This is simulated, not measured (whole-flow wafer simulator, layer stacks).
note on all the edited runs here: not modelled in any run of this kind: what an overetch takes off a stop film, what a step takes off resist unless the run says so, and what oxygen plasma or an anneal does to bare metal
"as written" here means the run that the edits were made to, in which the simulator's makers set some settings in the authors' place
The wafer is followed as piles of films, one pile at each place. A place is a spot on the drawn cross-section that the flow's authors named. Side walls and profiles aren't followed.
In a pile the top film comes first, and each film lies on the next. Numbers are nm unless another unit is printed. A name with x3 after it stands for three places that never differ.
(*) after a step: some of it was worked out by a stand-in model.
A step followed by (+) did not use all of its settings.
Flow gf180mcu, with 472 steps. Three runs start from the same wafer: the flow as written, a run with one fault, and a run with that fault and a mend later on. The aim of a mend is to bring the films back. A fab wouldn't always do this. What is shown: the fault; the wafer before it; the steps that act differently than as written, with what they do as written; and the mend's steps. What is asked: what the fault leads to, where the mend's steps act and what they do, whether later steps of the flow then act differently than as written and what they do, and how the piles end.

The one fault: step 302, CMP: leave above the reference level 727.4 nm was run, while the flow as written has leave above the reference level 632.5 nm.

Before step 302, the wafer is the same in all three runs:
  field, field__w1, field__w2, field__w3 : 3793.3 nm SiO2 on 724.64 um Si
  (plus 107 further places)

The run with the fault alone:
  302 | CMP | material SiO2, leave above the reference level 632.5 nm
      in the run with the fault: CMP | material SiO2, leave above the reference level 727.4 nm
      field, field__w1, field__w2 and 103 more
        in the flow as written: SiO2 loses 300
        in the run with the fault: SiO2 loses 205.1
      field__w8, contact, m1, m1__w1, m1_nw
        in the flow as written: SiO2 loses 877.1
        in the run with the fault: SiO2 loses 782.2
  Steps later in the flow that act otherwise than as written (1 other step is not shown; it differs only slightly, by no more than 2% or 0.5 nm, whichever is larger):
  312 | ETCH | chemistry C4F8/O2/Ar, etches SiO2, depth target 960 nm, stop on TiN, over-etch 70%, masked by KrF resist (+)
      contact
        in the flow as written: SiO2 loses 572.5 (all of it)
        in the run with the fault: SiO2 loses 667.4 (all of it)
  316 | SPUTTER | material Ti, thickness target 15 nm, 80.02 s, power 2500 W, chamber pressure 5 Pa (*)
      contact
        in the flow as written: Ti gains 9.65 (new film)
        in the run with the fault: Ti gains 9.13 (new film)
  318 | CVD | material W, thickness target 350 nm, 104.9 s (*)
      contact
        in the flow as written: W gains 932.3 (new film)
        in the run with the fault: W gains 1028 (new film)
  At field__w8, contact, m1, m1__w1, m1_nw, the piles at the end differ from the flow's by more than 2% or 0.5 nm, whichever is larger.
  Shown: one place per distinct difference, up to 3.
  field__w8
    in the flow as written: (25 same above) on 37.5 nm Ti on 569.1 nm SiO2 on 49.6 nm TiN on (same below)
    in the run with the fault: (25 same above) on 37.5 nm Ti on 664 nm SiO2 on 49.6 nm TiN on (same below)
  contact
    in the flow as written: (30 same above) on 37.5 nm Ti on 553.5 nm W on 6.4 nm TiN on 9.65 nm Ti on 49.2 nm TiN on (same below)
    in the run with the fault: (30 same above) on 37.5 nm Ti on 649.3 nm W on 6.06 nm TiN on 9.13 nm Ti on 49.2 nm TiN on (same below)

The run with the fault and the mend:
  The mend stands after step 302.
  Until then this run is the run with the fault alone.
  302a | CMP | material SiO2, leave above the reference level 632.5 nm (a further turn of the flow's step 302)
      field, field__w1, field__w2 and 108 more
        SiO2 loses 94.9
  Every later step of the flow that is run acts as written at every place that is followed.
  At every place that both follow, the piles at the end match the flow's.
